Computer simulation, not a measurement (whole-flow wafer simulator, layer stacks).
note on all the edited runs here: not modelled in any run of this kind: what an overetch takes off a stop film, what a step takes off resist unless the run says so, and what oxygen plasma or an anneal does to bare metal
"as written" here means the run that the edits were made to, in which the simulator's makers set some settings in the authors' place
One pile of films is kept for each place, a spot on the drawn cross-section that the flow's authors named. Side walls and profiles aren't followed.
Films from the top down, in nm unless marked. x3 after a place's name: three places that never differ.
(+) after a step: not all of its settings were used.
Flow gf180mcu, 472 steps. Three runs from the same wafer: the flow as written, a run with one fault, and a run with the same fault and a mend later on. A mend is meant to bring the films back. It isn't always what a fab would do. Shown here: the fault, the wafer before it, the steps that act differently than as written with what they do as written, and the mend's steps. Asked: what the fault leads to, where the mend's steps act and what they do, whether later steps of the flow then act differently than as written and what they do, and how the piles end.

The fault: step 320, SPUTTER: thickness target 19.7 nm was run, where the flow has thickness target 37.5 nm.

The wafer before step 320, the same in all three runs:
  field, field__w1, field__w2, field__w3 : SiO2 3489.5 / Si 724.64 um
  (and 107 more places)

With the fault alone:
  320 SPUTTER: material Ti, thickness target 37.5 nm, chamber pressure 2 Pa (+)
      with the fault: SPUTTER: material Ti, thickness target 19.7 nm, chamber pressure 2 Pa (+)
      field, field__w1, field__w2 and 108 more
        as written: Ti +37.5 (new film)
        with the fault: Ti +19.7 (new film)
  Later steps of the flow that act differently than as written:
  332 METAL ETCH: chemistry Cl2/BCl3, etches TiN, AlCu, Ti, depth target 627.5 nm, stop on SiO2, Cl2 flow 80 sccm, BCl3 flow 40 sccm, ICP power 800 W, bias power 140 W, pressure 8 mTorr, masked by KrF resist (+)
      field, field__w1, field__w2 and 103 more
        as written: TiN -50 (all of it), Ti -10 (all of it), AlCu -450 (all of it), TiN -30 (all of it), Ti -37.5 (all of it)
        with the fault: TiN -50 (all of it), Ti -10 (all of it), AlCu -450 (all of it), TiN -30 (all of it), Ti -19.7 (all of it)
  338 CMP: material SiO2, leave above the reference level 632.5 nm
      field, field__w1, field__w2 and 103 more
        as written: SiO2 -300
        with the fault: SiO2 -317.8
  At the end the piles differ from the flow's by more than 2% or 0.5 nm, whichever is larger, at field__w8, contact, m1, m1__w1, m1_nw.
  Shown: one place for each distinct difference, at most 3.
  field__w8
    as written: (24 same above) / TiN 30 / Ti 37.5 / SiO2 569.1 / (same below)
    with the fault: (24 same above) / TiN 30 / Ti 19.7 / SiO2 569.1 / (same below)
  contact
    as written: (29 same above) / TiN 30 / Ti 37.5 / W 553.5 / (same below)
    with the fault: (29 same above) / TiN 30 / Ti 19.7 / W 553.5 / (same below)

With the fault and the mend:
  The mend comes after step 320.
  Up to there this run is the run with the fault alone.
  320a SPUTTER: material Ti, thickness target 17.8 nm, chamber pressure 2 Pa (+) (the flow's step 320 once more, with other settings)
      field, field__w1, field__w2 and 108 more
        Ti +17.8
  No later step of the flow acts differently than as written at any place that is followed.
  At the end the piles are the same as the flow's at every place that both follow.
